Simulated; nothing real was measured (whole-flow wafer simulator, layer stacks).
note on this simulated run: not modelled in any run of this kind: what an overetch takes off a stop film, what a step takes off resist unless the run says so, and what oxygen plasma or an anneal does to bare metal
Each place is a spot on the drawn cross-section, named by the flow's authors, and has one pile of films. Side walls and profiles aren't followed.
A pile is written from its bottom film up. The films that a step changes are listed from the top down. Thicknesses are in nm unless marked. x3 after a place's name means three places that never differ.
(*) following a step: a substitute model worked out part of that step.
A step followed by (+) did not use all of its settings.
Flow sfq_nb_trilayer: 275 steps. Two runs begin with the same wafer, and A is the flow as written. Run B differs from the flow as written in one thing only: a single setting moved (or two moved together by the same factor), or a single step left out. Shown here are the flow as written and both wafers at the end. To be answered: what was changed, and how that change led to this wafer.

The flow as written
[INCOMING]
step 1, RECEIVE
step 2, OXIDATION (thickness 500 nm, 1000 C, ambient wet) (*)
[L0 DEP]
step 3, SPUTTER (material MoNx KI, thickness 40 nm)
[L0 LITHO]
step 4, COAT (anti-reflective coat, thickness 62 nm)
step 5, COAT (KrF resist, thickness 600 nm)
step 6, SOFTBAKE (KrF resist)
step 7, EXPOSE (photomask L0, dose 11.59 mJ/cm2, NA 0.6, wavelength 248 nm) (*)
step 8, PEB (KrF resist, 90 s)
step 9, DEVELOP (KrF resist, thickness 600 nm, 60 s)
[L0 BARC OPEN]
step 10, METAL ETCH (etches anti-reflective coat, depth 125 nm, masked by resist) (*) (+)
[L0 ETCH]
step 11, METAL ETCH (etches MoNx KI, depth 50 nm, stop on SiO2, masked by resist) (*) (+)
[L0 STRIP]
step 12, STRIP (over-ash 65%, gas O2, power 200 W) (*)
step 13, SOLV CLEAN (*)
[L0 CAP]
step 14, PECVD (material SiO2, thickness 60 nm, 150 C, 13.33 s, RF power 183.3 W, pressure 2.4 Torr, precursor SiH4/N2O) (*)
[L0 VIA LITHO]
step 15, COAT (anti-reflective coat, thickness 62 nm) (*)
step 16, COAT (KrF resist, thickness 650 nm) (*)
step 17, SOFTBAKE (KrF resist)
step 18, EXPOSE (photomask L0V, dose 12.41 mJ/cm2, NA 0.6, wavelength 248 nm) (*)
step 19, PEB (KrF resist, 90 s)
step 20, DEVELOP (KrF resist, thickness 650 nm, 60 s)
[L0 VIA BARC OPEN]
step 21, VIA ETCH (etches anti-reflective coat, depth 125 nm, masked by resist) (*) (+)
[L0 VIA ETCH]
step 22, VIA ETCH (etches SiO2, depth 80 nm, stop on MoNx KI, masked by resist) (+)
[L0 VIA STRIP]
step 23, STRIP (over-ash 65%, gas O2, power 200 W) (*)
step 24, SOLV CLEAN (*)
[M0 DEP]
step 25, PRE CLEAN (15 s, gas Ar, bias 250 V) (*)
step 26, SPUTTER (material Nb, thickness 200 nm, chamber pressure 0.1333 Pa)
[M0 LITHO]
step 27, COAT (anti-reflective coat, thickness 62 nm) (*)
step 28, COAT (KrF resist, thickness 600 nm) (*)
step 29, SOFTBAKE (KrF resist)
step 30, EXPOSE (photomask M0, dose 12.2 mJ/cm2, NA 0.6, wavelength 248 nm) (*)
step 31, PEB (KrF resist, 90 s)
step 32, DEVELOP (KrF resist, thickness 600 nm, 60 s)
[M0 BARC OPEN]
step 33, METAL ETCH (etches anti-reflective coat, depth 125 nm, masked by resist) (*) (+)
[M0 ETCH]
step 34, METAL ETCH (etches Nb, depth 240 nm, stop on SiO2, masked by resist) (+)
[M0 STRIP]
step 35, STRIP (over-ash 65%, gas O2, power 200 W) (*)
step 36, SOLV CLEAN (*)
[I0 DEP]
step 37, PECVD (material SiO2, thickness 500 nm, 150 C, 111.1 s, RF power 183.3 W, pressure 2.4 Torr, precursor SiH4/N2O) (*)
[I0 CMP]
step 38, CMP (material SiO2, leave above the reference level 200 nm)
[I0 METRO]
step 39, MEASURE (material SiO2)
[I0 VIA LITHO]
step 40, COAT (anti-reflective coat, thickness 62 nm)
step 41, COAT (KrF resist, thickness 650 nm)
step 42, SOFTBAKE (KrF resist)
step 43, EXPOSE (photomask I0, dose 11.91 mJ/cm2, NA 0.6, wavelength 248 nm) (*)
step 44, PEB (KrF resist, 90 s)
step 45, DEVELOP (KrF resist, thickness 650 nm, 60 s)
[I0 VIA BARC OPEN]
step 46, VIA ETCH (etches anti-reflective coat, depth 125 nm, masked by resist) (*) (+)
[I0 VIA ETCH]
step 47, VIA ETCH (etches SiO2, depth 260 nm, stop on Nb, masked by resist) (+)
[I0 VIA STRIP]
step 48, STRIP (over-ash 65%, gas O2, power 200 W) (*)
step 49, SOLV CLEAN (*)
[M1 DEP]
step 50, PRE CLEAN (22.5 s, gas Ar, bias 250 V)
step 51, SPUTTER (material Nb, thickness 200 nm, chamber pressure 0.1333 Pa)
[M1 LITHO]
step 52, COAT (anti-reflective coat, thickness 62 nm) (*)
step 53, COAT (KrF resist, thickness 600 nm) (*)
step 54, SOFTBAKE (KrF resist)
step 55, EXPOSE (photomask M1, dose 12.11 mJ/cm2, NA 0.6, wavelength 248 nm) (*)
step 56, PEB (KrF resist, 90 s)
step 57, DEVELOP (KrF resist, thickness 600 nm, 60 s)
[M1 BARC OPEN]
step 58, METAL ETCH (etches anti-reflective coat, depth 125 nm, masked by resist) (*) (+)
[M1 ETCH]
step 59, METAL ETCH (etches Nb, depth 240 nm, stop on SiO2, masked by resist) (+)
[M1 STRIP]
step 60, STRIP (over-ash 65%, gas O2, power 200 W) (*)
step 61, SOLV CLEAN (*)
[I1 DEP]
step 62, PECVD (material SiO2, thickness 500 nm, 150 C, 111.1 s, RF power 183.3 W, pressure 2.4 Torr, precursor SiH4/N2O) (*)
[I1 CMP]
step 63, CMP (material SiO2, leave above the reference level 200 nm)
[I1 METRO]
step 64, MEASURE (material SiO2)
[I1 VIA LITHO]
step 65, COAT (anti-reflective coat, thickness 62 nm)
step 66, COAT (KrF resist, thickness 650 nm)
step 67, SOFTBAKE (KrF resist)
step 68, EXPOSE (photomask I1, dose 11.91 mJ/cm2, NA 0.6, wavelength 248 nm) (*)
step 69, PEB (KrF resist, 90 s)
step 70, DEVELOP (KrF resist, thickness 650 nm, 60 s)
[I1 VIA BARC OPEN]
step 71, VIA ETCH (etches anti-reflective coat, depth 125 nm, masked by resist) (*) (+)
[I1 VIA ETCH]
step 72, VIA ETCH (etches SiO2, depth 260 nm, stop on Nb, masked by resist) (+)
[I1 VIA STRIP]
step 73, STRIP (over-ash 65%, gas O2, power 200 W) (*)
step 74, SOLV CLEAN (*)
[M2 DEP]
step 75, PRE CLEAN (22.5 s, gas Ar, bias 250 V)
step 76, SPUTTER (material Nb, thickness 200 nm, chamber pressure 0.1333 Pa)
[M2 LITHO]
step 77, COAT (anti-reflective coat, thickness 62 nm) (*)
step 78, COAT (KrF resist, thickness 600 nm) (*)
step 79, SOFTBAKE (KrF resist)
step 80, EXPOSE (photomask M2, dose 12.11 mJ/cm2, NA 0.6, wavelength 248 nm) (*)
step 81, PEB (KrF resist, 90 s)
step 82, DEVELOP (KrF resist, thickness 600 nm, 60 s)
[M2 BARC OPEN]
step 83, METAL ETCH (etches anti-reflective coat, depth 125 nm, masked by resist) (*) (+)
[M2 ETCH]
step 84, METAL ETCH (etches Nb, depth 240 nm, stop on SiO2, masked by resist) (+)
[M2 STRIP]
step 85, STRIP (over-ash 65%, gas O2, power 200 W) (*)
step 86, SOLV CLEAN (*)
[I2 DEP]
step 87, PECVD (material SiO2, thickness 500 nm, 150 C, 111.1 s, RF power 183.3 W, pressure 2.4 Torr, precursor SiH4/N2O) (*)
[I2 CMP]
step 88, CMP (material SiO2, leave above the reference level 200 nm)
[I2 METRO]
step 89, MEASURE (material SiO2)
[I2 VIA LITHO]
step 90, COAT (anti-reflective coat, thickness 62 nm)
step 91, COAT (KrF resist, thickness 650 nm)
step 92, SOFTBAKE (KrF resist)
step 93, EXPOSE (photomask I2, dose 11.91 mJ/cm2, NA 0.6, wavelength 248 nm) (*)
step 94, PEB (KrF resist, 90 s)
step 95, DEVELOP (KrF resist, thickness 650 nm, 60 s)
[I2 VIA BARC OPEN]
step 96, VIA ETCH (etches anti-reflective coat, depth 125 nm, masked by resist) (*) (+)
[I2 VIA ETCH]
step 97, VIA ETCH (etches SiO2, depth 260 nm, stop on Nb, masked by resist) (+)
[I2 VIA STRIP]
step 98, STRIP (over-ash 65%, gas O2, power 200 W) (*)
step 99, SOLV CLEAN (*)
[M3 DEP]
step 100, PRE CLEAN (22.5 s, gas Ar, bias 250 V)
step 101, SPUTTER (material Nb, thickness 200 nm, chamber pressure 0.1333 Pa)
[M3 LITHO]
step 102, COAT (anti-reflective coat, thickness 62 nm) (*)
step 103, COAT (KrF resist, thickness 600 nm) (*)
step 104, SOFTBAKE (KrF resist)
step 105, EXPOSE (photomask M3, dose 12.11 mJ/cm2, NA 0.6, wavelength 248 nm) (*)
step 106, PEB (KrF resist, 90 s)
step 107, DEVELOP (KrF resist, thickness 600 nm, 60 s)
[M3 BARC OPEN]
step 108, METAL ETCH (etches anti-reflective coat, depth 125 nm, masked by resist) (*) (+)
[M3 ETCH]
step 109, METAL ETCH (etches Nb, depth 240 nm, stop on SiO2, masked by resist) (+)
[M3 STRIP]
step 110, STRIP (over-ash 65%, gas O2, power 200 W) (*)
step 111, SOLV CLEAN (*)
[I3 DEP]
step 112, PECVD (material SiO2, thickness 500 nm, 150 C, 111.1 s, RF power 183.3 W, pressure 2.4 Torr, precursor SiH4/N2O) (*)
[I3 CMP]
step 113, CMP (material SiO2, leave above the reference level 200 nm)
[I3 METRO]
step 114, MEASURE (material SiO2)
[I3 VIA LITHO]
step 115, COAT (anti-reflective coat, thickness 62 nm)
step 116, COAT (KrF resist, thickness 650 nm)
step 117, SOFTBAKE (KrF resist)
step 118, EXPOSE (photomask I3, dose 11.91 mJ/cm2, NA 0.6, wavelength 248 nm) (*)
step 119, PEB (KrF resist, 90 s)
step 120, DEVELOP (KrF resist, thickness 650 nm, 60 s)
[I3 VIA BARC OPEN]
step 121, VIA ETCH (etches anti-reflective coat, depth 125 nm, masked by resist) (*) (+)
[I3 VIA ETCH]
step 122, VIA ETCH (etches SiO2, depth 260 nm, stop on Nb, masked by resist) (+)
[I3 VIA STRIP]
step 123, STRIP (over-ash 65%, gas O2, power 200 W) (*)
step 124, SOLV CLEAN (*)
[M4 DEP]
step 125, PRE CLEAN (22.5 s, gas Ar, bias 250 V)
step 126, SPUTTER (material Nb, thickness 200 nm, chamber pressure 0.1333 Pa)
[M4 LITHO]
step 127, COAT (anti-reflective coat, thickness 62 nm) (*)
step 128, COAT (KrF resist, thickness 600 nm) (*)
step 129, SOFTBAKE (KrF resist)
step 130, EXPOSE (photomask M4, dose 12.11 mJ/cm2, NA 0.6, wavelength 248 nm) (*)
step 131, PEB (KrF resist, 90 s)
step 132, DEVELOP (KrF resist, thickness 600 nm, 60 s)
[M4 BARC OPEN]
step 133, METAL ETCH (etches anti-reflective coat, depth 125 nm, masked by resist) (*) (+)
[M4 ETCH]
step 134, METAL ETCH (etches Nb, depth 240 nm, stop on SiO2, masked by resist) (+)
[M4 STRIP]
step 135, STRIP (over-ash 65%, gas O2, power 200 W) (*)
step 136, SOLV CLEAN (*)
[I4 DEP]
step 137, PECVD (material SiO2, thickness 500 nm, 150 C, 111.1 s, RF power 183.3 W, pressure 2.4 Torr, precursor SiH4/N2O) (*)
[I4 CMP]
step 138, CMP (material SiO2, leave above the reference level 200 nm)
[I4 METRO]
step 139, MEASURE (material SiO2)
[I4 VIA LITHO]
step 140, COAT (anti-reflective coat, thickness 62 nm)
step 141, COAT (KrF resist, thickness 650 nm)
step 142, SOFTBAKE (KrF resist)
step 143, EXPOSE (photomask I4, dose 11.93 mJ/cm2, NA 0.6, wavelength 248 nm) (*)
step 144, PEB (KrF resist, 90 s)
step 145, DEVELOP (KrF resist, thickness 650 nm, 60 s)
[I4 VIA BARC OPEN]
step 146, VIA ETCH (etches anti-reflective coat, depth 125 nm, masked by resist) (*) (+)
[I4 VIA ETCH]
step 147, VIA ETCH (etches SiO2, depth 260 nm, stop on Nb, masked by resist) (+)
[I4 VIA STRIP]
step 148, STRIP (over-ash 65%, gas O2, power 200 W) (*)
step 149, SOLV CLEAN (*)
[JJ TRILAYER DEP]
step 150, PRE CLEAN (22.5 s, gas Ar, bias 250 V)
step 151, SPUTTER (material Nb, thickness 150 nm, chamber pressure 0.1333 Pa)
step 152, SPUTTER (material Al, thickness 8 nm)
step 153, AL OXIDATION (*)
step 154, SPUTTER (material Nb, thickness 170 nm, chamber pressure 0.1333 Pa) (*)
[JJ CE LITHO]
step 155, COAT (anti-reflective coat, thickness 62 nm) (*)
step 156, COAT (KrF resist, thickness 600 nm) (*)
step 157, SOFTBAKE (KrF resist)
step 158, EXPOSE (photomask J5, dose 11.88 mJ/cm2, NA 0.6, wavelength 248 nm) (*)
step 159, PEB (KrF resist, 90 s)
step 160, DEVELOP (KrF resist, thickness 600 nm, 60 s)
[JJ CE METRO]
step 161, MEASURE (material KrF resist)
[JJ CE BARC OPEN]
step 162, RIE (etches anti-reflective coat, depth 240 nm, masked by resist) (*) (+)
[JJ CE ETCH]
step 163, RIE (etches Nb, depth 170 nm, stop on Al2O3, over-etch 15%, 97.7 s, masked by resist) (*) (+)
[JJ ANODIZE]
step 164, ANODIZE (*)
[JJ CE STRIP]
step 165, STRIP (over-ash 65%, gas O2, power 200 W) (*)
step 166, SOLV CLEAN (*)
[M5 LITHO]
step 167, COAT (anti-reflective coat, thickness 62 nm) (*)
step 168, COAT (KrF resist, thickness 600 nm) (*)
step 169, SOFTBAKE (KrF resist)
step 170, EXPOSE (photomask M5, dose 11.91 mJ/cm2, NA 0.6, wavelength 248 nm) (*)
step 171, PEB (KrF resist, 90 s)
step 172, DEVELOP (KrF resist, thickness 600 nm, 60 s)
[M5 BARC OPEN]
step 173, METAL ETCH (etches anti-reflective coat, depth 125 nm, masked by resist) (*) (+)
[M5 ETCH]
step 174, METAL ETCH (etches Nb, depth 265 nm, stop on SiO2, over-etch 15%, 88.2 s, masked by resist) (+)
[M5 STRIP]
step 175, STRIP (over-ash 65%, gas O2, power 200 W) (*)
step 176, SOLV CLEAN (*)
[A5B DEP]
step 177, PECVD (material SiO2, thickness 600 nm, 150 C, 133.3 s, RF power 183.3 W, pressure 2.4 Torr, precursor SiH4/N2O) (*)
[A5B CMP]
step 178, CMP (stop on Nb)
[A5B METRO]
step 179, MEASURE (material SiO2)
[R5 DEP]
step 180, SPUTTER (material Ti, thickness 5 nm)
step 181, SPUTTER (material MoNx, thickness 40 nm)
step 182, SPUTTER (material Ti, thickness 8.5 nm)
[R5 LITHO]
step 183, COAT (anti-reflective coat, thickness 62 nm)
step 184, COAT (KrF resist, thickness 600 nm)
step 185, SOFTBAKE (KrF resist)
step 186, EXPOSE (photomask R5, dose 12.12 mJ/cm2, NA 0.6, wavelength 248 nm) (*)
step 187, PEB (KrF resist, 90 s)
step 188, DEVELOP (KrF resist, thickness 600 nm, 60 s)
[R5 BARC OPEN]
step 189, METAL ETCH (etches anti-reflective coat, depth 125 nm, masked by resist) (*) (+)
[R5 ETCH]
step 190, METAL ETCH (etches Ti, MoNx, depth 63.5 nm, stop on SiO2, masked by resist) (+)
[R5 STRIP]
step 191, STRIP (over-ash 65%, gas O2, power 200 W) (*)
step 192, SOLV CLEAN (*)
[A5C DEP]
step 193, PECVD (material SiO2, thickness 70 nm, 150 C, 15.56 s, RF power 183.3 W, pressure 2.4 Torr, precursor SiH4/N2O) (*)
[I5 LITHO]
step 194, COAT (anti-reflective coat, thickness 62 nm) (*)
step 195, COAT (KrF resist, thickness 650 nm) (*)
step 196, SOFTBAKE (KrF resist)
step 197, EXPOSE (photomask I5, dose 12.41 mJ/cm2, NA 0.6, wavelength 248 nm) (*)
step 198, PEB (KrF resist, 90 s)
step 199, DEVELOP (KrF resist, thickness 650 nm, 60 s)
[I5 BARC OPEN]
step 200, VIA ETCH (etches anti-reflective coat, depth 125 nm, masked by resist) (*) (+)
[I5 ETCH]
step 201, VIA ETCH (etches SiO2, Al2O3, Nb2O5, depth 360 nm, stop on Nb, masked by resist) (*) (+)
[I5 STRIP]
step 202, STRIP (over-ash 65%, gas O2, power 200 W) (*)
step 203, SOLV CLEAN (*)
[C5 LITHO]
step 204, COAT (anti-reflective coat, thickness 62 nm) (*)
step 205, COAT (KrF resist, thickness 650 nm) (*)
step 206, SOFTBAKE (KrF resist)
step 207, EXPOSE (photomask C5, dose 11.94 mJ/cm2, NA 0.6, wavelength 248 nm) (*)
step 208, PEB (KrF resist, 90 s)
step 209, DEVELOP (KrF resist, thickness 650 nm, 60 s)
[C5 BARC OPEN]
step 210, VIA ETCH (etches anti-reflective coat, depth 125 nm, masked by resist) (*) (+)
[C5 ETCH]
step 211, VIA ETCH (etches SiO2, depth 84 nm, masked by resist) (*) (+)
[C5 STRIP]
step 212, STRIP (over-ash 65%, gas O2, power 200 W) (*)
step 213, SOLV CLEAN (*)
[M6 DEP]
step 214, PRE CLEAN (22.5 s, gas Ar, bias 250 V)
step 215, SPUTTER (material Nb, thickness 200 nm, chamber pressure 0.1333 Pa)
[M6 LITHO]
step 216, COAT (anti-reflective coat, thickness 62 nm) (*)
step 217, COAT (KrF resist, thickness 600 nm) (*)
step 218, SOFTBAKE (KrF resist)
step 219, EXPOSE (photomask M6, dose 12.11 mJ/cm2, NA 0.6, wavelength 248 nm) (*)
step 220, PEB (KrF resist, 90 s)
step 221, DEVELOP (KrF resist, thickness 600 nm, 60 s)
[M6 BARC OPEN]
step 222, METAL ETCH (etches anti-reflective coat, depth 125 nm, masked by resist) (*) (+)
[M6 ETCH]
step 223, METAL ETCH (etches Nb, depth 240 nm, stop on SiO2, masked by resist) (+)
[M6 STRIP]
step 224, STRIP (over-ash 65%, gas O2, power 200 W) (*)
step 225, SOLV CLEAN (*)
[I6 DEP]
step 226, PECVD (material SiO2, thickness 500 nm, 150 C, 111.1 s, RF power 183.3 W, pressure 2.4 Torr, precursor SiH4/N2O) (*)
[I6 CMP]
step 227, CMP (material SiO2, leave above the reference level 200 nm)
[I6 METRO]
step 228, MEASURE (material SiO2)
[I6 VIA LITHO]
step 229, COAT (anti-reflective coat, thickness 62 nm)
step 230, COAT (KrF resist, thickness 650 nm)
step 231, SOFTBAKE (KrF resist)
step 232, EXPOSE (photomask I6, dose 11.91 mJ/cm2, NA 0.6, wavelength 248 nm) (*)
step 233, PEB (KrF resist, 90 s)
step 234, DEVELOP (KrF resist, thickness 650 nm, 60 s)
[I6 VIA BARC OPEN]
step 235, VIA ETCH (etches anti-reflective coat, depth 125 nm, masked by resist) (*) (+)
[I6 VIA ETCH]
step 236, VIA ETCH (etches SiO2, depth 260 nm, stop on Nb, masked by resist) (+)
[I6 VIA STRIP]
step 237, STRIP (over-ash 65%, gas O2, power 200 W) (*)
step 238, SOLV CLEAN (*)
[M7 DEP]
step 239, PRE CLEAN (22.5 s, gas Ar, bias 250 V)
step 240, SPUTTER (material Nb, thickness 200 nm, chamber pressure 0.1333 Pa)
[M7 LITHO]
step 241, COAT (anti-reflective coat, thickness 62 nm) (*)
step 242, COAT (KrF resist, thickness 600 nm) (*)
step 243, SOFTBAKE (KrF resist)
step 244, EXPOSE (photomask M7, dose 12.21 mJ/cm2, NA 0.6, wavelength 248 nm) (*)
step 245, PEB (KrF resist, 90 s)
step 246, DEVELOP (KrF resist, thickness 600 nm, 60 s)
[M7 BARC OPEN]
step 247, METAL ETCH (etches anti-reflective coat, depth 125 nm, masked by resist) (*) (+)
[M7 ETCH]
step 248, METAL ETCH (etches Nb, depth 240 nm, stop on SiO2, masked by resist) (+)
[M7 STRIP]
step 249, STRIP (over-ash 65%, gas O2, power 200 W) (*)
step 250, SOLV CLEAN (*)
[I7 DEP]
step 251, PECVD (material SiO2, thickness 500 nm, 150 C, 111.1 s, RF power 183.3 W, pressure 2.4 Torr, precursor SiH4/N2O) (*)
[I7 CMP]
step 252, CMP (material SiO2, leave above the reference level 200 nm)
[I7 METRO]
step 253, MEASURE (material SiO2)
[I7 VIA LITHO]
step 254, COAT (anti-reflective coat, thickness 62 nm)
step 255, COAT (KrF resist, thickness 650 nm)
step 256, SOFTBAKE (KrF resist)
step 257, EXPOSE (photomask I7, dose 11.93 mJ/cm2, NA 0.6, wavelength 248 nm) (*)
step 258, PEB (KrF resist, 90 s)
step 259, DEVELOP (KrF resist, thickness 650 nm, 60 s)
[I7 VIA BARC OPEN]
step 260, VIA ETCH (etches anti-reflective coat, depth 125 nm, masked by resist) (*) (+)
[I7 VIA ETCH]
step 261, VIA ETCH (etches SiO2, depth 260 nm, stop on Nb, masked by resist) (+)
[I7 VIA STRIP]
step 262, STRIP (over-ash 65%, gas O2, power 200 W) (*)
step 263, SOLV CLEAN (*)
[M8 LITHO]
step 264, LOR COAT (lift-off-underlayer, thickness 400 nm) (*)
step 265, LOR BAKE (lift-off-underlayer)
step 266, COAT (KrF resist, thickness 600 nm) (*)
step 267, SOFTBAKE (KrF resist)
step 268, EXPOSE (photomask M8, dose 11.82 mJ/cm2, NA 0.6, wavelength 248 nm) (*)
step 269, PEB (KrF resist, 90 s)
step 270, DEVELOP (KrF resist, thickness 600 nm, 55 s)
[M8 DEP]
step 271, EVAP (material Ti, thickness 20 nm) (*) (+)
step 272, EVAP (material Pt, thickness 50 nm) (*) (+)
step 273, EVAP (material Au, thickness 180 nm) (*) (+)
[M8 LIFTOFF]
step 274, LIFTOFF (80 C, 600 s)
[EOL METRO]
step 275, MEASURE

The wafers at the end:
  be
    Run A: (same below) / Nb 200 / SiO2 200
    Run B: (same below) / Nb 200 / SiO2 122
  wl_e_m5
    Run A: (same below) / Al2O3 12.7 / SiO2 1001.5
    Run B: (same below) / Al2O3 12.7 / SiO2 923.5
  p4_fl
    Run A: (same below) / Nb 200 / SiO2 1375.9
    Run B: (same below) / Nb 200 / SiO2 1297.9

What caused this: step 252, CMP: leave above the reference level 122 nm was run, while the flow as written has leave above the reference level 200 nm.
The wafer lets one read it off: be has SiO2 122, and step 252 as written asks for 200 nm.

How this came from the change, step by step:
  step 252, CMP (material SiO2, leave above the reference level 200 nm)
      field_l, p4_fl, p4_fm and 56 more: A -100 SiO2 | B -178 SiO2
      v_sur, via_wl, via_w and 37 more: A -300 SiO2 | B -378 SiO2
      (and at 7 other places as well)
  step 261, VIA ETCH (etches SiO2, depth 260 nm, stop on Nb, masked by resist) (+)
      field_l, v_sur, via_sp and 100 more: A -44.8 KrF resist | B -31.5 KrF resist
      via_wl, via_w, via_wr: A -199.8 SiO2 (all of it) | B -121.8 SiO2 (all of it)
  step 262, STRIP (over-ash 65%, gas O2, power 200 W) (*)
      field_l, v_sur, via_sp and 100 more: A -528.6 KrF resist (all of it), -62 anti-reflective coat (all of it) | B -541.9 KrF resist (all of it), -62 anti-reflective coat (all of it)
  step 264, LOR COAT (lift-off-underlayer, thickness 400 nm) (*)
      via_wl, via_wr: A +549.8 lift-off-underlayer (new film) | B +491.4 lift-off-underlayer (new film)
      v_sur: A +369.4 lift-off-underlayer (new film) | B +381.3 lift-off-underlayer (new film)
      (and at 2 other places as well)
  step 266, COAT (KrF resist, thickness 600 nm) (*)
      via_w: A +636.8 KrF resist (new film) | B +622.4 KrF resist (new film)
  step 270, DEVELOP (KrF resist, thickness 600 nm, 55 s)
      v_sur: A -607.3 KrF resist (all of it), -369.4 lift-off-underlayer (all of it) | B -604 KrF resist (all of it), -381.3 lift-off-underlayer (all of it)
      via_wl: A -623.9 KrF resist (all of it), -549.8 lift-off-underlayer (all of it) | B -614.1 KrF resist (all of it), -491.4 lift-off-underlayer (all of it)
      (and at 3 other places as well)
